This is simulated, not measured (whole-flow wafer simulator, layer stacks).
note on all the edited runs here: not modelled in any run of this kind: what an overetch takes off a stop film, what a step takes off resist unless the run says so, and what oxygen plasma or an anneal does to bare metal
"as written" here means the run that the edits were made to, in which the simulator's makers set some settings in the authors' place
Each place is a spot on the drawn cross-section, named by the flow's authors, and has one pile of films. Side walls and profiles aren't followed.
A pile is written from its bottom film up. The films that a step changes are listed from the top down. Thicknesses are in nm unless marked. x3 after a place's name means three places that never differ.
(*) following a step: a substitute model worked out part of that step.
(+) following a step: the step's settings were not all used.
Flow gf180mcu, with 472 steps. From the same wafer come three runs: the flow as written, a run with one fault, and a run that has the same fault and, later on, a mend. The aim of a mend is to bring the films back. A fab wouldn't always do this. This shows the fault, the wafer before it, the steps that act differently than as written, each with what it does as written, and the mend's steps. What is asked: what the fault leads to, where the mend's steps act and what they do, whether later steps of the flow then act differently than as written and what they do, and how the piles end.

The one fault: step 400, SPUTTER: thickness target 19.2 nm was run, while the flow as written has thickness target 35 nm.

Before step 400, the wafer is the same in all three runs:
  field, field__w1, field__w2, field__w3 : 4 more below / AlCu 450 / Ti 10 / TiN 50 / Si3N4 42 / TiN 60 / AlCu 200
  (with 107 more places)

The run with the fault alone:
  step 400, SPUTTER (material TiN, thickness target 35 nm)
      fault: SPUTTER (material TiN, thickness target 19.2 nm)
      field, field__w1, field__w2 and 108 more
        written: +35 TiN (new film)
        fault: +19.2 TiN (new film)
  Steps later in the flow that act otherwise than as written (8 more steps, not shown, differ only slightly: by at most 2% or 0.5 nm, whichever is larger):
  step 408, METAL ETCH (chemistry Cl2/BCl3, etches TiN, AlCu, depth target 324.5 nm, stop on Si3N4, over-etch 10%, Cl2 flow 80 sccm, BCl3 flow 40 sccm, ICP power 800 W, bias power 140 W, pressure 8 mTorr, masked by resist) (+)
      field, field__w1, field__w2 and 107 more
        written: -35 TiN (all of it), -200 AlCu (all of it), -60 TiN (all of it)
        fault: -19.2 TiN (all of it), -200 AlCu (all of it), -60 TiN (all of it)
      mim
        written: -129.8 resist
        fault: -122.8 resist
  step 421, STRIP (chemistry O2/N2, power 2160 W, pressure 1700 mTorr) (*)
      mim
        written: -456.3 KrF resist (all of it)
        fault: -468.2 KrF resist (all of it)
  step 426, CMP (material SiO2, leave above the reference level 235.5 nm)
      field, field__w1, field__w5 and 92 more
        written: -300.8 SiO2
        fault: -316.6 SiO2
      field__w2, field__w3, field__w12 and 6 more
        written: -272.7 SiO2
        fault: -288.5 SiO2
  The piles end different from the flow's at mim by more than 2% or 0.5 nm, whichever is larger.
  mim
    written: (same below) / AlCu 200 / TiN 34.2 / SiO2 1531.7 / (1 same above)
    fault: (same below) / AlCu 200 / TiN 18.4 / SiO2 1531.7 / (1 same above)

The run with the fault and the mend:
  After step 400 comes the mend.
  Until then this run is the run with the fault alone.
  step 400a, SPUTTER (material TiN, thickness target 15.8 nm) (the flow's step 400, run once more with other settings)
      field, field__w1, field__w2 and 108 more
        +15.8 TiN
  Later steps of the flow that are run all act as written at every place that is followed.
  The piles end the same as the flow's at every place that both follow.
